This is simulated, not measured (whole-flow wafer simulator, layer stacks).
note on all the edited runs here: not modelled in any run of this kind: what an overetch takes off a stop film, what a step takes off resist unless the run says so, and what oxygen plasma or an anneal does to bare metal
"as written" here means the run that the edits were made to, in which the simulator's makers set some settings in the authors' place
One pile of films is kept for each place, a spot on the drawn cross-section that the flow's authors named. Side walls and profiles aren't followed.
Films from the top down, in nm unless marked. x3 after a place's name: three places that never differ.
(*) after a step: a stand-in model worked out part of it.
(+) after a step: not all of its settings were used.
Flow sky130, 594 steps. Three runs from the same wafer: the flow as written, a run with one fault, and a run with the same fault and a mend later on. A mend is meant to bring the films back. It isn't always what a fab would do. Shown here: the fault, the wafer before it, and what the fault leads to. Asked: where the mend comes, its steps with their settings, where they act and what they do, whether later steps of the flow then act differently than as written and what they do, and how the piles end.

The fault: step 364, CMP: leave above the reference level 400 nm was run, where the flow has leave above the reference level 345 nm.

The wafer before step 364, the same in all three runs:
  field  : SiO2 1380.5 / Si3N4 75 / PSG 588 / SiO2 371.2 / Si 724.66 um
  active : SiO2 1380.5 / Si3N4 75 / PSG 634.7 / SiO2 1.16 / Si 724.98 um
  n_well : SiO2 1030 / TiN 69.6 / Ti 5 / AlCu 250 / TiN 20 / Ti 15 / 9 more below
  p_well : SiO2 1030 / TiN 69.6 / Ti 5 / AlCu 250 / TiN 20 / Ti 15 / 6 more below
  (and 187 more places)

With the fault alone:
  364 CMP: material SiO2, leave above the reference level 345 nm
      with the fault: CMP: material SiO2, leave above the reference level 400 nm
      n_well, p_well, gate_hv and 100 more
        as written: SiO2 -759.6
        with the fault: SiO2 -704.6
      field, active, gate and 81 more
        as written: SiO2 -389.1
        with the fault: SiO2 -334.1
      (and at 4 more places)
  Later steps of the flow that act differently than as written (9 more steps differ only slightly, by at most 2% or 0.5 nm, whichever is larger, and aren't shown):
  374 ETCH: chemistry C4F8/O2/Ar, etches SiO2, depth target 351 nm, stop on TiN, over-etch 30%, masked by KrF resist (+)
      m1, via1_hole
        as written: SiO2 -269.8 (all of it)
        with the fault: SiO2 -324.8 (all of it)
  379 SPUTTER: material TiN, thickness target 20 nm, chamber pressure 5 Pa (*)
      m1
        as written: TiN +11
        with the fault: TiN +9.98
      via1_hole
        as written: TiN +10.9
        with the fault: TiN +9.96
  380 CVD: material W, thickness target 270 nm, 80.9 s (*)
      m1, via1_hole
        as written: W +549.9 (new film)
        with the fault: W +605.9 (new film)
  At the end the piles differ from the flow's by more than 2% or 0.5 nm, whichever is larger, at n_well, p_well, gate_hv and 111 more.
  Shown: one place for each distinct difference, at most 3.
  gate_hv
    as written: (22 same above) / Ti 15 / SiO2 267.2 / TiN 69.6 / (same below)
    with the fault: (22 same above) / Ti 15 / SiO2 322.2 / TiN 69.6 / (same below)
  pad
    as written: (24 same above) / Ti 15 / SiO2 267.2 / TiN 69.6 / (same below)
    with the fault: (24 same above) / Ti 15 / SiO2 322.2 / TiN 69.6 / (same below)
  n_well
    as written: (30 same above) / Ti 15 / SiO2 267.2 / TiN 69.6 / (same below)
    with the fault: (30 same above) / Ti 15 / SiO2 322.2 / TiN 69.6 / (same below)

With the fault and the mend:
  The mend comes after step 364.
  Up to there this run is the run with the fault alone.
  364a CMP: material SiO2, leave above the reference level 345 nm (the flow's step 364 once more)
      field, active, n_well and 188 more
        SiO2 -55
  No later step of the flow acts differently than as written at any place that is followed.
  At the end the piles are the same as the flow's at every place that both follow.
